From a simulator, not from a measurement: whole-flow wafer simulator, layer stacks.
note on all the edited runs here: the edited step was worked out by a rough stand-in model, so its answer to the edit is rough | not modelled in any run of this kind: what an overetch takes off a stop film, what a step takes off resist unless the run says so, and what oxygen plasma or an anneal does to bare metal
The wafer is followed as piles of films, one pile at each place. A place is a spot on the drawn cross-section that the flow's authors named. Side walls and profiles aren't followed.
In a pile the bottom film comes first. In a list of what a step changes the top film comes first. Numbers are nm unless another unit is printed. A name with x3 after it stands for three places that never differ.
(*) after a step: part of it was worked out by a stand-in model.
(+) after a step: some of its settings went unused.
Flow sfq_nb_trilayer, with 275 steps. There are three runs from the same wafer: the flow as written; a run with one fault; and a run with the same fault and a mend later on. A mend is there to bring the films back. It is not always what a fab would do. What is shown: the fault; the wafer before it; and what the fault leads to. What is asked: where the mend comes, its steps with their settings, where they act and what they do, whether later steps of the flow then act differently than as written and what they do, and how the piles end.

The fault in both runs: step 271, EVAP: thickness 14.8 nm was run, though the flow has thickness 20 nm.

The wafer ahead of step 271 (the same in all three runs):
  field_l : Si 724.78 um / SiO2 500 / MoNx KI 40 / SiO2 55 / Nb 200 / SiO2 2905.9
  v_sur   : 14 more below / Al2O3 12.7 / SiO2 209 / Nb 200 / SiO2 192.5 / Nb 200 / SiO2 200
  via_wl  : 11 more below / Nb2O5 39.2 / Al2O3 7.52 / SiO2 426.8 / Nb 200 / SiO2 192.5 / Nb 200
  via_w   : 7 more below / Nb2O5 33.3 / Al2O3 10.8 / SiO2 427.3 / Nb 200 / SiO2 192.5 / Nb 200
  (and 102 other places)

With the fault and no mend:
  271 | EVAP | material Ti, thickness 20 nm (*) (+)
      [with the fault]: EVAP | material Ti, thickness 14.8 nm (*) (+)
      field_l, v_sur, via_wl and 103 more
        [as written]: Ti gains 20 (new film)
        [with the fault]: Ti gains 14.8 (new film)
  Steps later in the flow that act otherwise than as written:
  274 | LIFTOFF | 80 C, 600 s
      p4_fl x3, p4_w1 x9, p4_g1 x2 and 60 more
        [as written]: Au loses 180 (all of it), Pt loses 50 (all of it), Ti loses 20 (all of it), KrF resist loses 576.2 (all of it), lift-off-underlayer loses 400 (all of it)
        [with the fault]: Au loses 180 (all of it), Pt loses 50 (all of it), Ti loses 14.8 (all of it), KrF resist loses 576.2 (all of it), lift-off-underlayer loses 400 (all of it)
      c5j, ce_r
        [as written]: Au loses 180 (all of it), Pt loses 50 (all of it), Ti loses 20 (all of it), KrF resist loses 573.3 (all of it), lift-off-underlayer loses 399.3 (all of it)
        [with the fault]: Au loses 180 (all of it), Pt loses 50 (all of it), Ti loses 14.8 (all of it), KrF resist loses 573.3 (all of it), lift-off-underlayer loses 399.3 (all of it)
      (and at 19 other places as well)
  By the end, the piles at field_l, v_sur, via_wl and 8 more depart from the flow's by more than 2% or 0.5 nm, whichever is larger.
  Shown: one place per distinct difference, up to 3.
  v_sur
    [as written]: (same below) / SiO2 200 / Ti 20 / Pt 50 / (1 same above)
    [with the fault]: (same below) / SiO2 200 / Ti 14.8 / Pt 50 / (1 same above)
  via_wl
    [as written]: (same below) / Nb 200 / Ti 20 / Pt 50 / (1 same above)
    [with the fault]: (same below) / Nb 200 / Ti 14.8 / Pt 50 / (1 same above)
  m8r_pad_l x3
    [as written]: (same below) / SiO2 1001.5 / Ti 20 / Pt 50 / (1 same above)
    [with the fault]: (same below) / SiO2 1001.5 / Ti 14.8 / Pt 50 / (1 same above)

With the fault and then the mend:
  The mend follows step 271.
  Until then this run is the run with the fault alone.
  271a | EVAP | material Ti, thickness 5.2 nm (*) (+) (the flow's step 271 again, with other settings)
      field_l, v_sur, via_wl and 103 more
        Ti gains 5.2
  Every later step of the flow that is run acts as written at every place that is followed.
  At every place that both follow, the piles at the end match the flow's.
